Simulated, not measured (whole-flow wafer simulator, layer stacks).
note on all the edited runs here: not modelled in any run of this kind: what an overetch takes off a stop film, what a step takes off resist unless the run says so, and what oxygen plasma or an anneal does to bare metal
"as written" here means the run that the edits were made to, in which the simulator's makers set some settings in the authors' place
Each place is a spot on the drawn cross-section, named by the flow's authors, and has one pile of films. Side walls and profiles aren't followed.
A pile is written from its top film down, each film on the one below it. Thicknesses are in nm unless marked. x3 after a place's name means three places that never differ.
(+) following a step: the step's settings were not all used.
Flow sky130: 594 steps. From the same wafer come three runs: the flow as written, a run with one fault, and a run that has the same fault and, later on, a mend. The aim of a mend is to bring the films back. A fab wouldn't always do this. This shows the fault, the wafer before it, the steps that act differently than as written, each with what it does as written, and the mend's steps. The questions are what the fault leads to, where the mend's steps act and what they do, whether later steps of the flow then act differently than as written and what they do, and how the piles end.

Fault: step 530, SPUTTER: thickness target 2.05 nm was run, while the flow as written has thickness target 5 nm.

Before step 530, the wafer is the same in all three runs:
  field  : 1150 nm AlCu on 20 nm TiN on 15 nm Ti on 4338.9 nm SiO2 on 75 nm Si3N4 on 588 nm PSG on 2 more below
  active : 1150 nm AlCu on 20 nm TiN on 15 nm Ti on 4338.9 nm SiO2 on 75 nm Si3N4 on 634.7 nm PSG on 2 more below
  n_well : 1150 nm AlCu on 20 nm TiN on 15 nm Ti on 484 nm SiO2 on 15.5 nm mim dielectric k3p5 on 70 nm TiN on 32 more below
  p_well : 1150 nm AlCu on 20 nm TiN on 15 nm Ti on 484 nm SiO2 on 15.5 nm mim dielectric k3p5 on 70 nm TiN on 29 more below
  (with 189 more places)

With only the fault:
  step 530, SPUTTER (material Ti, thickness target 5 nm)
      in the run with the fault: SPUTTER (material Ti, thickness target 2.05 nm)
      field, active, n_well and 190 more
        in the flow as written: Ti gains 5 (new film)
        in the run with the fault: Ti gains 2.05 (new film)
  Later steps of the flow acting differently than as written (21 more steps, not shown, differ only slightly: by at most 2% or 0.5 nm, whichever is larger):
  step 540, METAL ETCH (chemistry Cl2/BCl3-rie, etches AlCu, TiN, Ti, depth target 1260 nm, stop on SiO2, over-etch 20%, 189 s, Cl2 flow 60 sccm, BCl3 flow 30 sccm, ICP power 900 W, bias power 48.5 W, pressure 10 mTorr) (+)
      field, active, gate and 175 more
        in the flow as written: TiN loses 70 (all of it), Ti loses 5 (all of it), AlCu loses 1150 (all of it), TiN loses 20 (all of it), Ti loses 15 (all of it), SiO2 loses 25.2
        in the run with the fault: TiN loses 70 (all of it), Ti loses 2.05 (all of it), AlCu loses 1150 (all of it), TiN loses 20 (all of it), Ti loses 15 (all of it), SiO2 loses 25.5
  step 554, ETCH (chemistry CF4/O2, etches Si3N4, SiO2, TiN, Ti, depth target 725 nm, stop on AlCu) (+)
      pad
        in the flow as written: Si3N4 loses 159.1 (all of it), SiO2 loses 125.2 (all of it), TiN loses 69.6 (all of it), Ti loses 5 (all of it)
        in the run with the fault: Si3N4 loses 159.1 (all of it), SiO2 loses 125.2 (all of it), TiN loses 69.6 (all of it), Ti loses 2.05 (all of it)
  The piles end different from the flow's at n_well, p_well, sd_n and 11 more by more than 2% or 0.5 nm, whichever is larger.
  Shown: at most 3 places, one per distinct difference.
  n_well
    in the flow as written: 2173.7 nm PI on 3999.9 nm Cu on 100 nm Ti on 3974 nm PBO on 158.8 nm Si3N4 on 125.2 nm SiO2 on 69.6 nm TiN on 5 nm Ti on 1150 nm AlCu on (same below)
    in the run with the fault: 2174 nm PI on 3999.9 nm Cu on 100 nm Ti on 3976.1 nm PBO on 158.8 nm Si3N4 on 125.2 nm SiO2 on 69.6 nm TiN on 2.05 nm Ti on 1150 nm AlCu on (same below)
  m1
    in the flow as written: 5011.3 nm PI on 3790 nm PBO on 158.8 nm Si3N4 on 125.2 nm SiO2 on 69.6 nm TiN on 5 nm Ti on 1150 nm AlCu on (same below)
    in the run with the fault: 5011.4 nm PI on 3792.4 nm PBO on 158.8 nm Si3N4 on 125.2 nm SiO2 on 69.6 nm TiN on 2.05 nm Ti on 1150 nm AlCu on (same below)
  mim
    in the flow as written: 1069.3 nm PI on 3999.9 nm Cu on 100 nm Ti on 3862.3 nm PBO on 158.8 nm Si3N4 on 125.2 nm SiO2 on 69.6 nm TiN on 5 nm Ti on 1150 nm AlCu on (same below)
    in the run with the fault: 1069.6 nm PI on 3999.9 nm Cu on 100 nm Ti on 3864.6 nm PBO on 158.8 nm Si3N4 on 125.2 nm SiO2 on 69.6 nm TiN on 2.05 nm Ti on 1150 nm AlCu on (same below)

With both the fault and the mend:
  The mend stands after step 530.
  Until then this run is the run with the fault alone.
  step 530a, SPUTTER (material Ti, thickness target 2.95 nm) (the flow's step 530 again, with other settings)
      field, active, n_well and 190 more
        Ti gains 2.95
  Later steps of the flow that are run all act as written at every place that is followed.
  The piles end the same as the flow's at every place that both follow.
